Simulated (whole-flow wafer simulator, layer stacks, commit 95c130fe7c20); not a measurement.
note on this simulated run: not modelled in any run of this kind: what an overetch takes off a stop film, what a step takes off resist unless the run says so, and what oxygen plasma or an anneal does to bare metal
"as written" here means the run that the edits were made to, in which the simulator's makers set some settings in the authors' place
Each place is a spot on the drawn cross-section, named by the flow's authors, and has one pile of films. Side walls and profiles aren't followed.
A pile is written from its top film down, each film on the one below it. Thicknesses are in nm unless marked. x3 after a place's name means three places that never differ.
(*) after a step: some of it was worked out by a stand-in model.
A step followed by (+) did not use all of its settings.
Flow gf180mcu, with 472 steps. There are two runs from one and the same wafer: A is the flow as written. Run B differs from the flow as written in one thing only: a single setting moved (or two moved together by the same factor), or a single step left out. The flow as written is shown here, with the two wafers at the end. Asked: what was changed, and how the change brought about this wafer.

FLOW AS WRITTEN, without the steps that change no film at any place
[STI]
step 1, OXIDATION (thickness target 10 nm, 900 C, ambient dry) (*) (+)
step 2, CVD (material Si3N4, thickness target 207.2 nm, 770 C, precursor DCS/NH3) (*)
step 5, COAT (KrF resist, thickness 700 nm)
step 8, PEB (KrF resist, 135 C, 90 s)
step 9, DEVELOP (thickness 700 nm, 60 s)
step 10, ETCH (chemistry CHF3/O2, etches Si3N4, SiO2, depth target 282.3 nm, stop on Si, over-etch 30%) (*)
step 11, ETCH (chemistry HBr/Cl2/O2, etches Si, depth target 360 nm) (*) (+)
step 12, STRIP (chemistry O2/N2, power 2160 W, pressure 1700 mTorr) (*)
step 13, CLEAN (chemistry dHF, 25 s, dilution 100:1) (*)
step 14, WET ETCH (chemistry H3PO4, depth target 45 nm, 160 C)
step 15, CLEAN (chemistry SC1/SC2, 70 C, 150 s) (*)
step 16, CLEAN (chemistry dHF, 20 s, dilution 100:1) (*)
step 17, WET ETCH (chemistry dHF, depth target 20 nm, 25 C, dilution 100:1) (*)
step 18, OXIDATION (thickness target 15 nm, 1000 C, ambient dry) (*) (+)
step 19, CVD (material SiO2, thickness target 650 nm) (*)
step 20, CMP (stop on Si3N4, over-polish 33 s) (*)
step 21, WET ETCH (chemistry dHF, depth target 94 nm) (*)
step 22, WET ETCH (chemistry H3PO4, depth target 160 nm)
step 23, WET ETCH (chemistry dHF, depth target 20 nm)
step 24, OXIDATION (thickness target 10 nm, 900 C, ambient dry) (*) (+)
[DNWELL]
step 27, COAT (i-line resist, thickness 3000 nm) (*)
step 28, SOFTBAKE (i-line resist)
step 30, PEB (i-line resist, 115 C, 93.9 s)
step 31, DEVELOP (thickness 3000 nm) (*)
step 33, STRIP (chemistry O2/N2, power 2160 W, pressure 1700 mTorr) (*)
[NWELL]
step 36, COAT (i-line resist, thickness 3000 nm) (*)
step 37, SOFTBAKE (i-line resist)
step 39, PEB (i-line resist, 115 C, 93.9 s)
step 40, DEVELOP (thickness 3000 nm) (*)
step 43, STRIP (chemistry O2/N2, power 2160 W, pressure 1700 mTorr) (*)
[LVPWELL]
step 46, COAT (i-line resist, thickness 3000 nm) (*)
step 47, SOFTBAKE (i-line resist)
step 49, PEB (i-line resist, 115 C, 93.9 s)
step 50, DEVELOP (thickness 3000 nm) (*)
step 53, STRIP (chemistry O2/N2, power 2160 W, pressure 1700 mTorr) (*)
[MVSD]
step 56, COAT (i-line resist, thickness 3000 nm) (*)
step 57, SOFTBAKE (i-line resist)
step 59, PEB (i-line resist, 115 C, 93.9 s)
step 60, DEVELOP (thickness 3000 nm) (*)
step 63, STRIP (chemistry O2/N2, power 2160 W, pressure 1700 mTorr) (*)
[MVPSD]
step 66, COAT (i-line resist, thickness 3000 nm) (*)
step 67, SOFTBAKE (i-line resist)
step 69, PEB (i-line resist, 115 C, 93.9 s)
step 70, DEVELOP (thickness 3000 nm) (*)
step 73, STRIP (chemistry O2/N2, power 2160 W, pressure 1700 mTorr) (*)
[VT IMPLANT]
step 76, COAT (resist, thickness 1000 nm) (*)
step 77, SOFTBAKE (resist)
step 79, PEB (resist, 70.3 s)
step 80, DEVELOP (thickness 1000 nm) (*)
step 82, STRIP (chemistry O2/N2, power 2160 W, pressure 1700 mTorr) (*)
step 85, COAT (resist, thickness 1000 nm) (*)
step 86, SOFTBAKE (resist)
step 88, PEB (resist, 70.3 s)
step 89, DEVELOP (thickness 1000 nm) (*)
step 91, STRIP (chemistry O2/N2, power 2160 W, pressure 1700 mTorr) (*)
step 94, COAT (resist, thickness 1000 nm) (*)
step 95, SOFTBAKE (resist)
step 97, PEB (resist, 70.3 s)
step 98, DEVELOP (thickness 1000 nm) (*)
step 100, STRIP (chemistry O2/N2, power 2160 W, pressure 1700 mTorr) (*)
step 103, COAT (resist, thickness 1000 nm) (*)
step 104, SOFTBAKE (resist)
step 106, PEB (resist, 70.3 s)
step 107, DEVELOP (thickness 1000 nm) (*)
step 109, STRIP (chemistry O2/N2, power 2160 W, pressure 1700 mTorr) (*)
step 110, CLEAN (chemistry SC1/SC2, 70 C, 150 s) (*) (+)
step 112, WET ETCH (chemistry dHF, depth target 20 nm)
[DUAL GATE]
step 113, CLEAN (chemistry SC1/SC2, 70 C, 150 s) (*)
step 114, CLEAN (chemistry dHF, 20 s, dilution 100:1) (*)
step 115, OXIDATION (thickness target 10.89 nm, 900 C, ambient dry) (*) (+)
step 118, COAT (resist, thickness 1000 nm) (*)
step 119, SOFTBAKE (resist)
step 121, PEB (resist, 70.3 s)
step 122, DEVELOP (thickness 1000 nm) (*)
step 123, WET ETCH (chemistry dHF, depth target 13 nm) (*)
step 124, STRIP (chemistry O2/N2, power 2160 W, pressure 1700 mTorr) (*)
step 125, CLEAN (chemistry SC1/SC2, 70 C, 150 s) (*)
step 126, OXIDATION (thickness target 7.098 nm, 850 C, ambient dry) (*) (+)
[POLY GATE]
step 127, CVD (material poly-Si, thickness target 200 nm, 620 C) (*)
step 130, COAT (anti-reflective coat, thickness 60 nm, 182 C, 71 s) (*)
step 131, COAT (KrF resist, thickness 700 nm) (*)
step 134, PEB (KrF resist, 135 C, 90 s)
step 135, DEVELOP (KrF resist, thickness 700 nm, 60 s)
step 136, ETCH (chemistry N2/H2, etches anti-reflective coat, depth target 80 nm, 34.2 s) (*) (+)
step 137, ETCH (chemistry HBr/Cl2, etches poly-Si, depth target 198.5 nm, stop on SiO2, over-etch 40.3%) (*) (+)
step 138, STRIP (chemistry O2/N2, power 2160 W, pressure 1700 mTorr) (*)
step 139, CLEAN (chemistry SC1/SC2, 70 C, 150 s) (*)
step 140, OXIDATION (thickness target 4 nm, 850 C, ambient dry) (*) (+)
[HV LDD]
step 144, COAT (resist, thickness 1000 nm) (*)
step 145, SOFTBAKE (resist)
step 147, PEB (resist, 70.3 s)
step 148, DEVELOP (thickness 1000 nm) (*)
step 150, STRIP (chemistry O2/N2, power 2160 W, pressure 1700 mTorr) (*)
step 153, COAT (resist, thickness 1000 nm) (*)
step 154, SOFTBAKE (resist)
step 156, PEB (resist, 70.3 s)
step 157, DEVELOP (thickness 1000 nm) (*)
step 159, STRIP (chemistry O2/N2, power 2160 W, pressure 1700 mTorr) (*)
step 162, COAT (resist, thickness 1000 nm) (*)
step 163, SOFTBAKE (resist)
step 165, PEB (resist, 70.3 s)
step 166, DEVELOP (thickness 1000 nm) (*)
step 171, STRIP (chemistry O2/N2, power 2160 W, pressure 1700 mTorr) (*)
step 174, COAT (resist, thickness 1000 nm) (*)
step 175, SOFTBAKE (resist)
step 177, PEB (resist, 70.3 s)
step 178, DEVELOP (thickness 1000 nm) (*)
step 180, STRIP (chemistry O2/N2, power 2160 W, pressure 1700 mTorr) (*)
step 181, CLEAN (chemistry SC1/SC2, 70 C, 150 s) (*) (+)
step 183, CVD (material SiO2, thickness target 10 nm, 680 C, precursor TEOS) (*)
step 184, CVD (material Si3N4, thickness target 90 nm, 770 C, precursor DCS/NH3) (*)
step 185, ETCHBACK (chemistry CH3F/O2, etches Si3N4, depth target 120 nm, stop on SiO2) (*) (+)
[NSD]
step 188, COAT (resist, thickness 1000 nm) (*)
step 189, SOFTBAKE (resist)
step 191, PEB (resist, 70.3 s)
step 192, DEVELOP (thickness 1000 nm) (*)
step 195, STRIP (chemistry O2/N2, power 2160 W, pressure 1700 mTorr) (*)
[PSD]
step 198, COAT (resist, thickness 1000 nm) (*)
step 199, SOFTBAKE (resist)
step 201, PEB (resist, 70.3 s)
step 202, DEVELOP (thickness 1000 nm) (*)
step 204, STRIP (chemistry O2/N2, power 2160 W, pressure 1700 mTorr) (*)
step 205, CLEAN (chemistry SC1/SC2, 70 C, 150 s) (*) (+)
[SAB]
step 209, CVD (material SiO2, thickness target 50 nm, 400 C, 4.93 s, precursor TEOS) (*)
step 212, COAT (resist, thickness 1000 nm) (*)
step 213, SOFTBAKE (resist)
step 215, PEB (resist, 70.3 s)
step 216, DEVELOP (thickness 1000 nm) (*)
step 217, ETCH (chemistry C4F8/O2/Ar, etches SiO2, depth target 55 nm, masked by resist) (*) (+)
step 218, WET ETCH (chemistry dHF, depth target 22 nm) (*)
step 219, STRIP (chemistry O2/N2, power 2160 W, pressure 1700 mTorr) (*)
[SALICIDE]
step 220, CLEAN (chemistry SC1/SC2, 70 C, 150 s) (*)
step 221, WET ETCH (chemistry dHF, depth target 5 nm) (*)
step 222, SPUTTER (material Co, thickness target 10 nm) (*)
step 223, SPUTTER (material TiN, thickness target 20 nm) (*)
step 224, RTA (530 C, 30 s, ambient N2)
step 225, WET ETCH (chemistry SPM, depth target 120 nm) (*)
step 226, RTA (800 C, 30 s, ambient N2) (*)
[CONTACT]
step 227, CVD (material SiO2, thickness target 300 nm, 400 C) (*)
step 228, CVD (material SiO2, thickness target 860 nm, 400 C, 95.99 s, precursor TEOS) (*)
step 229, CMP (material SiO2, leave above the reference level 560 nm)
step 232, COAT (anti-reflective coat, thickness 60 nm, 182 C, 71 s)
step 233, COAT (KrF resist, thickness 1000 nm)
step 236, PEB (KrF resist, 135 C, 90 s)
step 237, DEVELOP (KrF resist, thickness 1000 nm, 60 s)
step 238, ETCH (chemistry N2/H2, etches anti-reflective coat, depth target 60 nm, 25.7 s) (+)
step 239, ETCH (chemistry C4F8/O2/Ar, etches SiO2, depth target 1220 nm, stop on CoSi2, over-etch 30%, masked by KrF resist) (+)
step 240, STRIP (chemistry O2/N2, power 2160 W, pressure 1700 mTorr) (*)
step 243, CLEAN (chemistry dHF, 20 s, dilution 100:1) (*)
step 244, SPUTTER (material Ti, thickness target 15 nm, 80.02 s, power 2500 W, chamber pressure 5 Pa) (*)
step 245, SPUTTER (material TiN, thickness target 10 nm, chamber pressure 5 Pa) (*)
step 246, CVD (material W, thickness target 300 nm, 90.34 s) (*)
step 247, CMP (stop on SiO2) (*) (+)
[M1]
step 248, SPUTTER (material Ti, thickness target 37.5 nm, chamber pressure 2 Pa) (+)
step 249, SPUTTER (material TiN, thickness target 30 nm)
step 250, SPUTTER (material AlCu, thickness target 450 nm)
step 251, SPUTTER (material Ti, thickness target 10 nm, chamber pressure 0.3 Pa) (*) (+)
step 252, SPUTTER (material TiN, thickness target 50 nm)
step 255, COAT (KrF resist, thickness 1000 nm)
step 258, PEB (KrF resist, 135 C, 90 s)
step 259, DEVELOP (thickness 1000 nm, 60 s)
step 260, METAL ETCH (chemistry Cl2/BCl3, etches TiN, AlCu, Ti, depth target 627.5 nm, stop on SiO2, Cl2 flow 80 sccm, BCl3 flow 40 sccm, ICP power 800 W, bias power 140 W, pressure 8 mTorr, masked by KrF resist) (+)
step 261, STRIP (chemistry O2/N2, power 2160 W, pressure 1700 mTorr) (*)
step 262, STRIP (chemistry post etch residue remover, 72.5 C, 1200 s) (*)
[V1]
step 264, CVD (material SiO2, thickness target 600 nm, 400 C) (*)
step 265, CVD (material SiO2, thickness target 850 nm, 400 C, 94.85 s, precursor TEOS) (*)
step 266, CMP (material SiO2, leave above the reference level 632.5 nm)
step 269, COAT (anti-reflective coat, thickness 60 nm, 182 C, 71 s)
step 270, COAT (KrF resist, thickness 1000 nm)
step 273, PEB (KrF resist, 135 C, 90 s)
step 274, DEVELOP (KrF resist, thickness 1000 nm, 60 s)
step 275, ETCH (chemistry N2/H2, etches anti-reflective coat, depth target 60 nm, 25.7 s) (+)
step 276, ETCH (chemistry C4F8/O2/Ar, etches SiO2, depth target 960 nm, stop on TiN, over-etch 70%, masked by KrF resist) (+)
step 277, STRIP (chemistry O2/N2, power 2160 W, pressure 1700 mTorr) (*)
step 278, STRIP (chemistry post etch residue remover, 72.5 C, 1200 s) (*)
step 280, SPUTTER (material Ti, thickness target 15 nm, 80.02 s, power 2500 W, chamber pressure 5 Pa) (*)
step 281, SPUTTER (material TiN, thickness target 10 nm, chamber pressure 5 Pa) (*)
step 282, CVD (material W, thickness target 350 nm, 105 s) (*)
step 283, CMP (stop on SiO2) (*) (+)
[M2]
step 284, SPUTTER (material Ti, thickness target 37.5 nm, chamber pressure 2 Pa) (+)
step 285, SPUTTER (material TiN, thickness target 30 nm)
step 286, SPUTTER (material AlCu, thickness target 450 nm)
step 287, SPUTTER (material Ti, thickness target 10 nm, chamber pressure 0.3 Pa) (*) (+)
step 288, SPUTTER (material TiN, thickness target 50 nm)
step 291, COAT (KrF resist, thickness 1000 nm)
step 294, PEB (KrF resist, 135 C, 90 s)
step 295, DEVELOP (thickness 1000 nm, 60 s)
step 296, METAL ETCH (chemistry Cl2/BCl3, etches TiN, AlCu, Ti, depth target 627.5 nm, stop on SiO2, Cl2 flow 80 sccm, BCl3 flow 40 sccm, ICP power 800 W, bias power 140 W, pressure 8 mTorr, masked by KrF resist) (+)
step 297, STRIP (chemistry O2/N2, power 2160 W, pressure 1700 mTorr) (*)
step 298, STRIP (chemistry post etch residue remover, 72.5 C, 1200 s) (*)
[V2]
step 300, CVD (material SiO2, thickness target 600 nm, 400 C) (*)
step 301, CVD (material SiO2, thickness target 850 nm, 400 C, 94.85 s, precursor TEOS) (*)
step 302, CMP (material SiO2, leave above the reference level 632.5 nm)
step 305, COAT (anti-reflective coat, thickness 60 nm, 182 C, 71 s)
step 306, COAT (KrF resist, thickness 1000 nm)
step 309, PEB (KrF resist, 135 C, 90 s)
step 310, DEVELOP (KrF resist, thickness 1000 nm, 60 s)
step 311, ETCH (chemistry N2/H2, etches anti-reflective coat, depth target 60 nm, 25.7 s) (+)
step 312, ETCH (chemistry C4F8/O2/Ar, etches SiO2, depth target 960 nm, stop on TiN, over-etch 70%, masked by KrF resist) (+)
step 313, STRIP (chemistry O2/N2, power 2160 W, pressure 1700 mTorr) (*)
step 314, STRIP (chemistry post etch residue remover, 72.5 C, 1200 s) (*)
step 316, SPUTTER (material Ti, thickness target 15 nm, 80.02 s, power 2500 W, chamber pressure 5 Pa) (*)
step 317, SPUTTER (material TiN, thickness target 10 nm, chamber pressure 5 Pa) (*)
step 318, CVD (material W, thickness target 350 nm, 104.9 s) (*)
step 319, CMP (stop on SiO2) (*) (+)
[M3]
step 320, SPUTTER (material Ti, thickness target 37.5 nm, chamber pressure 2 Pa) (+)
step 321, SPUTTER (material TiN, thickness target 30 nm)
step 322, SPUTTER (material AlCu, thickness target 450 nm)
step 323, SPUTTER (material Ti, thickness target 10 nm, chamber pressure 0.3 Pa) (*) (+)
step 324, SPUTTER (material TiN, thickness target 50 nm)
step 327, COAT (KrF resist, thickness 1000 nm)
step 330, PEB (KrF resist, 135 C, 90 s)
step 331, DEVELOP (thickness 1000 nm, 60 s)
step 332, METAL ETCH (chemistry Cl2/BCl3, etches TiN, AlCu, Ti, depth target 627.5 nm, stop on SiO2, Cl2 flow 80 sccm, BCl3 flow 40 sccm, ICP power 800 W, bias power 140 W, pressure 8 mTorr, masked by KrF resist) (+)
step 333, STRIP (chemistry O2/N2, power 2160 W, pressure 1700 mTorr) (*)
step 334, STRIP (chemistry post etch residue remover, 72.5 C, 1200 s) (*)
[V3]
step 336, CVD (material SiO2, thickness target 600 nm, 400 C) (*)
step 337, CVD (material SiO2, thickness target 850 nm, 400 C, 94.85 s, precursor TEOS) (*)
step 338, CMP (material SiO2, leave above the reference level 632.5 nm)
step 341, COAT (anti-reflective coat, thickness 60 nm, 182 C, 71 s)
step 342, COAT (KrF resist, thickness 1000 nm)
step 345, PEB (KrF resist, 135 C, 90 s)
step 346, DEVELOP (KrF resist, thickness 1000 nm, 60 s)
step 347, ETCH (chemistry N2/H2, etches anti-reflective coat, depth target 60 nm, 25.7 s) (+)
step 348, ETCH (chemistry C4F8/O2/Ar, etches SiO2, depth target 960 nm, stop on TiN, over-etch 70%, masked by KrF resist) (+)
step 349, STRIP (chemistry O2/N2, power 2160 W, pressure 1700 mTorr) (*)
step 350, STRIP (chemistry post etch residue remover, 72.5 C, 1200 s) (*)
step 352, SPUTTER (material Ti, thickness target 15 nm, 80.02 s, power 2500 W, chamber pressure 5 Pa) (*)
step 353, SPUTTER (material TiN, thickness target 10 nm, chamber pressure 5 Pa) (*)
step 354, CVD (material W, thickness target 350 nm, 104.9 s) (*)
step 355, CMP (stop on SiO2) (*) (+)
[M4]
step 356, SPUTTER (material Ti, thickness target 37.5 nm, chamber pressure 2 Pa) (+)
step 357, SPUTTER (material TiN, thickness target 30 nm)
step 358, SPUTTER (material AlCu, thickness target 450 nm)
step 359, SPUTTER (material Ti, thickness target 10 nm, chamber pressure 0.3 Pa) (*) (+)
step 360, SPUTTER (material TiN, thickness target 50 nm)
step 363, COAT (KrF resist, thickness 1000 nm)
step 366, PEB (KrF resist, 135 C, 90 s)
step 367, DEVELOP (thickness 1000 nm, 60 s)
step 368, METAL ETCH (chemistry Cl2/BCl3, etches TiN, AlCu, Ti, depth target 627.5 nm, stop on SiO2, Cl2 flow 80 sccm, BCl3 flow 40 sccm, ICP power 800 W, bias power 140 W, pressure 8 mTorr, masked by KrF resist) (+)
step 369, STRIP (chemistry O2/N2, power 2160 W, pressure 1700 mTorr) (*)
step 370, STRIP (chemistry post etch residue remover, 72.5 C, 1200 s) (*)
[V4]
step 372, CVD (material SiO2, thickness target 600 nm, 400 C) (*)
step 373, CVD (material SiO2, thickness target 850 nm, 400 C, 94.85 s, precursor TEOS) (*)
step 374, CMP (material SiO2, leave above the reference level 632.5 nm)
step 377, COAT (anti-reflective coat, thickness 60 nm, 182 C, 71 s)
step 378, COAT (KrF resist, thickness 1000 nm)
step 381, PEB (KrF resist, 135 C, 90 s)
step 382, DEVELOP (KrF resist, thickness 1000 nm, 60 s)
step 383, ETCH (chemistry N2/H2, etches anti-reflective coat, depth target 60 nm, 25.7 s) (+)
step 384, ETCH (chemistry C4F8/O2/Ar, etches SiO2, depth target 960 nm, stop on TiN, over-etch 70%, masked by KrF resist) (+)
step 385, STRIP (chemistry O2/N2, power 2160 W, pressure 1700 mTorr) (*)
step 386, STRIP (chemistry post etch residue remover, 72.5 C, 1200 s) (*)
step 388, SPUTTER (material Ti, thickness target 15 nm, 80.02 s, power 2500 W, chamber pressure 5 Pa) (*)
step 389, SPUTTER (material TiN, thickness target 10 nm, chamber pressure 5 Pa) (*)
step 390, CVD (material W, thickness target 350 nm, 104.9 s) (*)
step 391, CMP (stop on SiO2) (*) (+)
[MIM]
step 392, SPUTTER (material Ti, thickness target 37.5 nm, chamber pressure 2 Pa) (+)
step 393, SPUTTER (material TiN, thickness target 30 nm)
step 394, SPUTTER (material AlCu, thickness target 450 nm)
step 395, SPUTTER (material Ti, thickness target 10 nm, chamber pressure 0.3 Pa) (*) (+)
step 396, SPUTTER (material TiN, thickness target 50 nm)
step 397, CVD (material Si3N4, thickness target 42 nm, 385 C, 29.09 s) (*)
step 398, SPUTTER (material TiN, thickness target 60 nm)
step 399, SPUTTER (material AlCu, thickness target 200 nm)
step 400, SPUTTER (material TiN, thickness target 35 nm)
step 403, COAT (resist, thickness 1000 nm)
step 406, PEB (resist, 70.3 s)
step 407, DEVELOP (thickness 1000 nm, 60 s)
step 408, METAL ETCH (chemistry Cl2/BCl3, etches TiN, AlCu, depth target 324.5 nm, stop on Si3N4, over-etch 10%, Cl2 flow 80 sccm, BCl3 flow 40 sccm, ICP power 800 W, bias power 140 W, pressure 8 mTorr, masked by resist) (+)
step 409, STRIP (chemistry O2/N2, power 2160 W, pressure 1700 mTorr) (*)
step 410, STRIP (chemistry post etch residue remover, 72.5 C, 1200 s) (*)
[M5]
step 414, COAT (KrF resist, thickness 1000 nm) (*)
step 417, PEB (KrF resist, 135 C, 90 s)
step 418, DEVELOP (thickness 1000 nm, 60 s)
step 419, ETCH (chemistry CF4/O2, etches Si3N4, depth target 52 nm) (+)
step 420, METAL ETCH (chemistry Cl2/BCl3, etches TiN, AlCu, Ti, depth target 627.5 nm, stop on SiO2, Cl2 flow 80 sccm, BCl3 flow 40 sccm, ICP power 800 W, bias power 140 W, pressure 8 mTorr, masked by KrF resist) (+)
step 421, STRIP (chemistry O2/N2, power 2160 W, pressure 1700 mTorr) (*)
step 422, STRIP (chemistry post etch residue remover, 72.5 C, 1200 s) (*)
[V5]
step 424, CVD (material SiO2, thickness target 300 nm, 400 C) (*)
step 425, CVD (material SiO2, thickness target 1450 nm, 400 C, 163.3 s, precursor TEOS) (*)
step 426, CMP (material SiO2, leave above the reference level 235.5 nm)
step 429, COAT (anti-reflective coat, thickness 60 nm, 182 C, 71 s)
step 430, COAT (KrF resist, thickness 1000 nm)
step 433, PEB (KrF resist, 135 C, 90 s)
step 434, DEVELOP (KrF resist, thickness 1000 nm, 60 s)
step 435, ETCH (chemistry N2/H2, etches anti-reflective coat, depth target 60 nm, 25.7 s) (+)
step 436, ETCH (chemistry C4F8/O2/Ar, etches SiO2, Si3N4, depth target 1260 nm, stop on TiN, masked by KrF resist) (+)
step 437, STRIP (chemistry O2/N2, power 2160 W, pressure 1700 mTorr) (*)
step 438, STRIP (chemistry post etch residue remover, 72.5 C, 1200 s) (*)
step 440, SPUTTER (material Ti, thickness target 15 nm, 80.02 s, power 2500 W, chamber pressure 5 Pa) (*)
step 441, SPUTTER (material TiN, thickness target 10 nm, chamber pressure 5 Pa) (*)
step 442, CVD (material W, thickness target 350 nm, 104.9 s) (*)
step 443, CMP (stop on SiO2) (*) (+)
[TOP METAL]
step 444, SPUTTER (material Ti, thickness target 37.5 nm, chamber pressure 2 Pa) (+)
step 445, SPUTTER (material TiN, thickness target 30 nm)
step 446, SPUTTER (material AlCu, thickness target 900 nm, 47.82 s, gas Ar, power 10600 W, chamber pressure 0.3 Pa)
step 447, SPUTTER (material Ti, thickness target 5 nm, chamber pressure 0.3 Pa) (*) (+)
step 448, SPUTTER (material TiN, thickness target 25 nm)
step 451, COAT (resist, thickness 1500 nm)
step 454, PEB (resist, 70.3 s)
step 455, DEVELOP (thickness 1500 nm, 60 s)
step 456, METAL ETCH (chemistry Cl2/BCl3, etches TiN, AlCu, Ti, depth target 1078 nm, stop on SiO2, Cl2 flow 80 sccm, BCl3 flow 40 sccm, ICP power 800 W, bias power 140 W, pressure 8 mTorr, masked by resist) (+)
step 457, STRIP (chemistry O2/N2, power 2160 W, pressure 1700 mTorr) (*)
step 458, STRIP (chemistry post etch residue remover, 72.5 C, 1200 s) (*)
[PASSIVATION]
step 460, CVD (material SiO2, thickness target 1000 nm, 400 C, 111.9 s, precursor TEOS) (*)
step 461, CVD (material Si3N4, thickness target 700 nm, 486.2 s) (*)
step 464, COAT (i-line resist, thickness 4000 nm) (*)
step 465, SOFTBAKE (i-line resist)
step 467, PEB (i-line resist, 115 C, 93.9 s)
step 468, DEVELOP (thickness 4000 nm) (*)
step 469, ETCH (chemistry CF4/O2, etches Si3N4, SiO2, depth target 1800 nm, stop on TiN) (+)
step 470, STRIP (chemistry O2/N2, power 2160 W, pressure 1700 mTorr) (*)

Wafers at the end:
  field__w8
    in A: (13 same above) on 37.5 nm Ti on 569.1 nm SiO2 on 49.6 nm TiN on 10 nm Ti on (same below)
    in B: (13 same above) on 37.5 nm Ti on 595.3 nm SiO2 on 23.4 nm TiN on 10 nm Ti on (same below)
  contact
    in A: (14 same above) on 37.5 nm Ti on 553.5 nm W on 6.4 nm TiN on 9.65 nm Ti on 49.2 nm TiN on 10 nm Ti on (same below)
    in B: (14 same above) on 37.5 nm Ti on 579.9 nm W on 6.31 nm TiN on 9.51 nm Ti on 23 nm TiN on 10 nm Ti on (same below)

The reason: step 360, SPUTTER: thickness target 23.8 nm was run, whereas the flow has thickness target 50 nm.

The path from the change to this, step by step:
  step 360, SPUTTER (material TiN, thickness target 50 nm)
      field, field__w1, field__w2 and 108 more: A TiN gains 50 (new film) | B TiN gains 23.8 (new film)
  step 368, METAL ETCH (chemistry Cl2/BCl3, etches TiN, AlCu, Ti, depth target 627.5 nm, stop on SiO2, Cl2 flow 80 sccm, BCl3 flow 40 sccm, ICP power 800 W, bias power 140 W, pressure 8 mTorr, masked by KrF resist) (+)
      field, field__w1, field__w2 and 103 more: A TiN loses 50 (all of it), Ti loses 10 (all of it), AlCu loses 450 (all of it), TiN loses 30 (all of it), Ti loses 37.5 (all of it) | B TiN loses 23.8 (all of it), Ti loses 10 (all of it), AlCu loses 450 (all of it), TiN loses 30 (all of it), Ti loses 37.5 (all of it)
  step 374, CMP (material SiO2, leave above the reference level 632.5 nm)
      field__w8, contact, m1, m1__w1, m1_nw: A SiO2 loses 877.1 | B SiO2 loses 850.9
  step 384, ETCH (chemistry C4F8/O2/Ar, etches SiO2, depth target 960 nm, stop on TiN, over-etch 70%, masked by KrF resist) (+)
      contact: A SiO2 loses 572.5 (all of it) | B SiO2 loses 598.7 (all of it)
  step 390, CVD (material W, thickness target 350 nm, 104.9 s) (*)
      contact: A W gains 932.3 (new film) | B W gains 958.7 (new film)
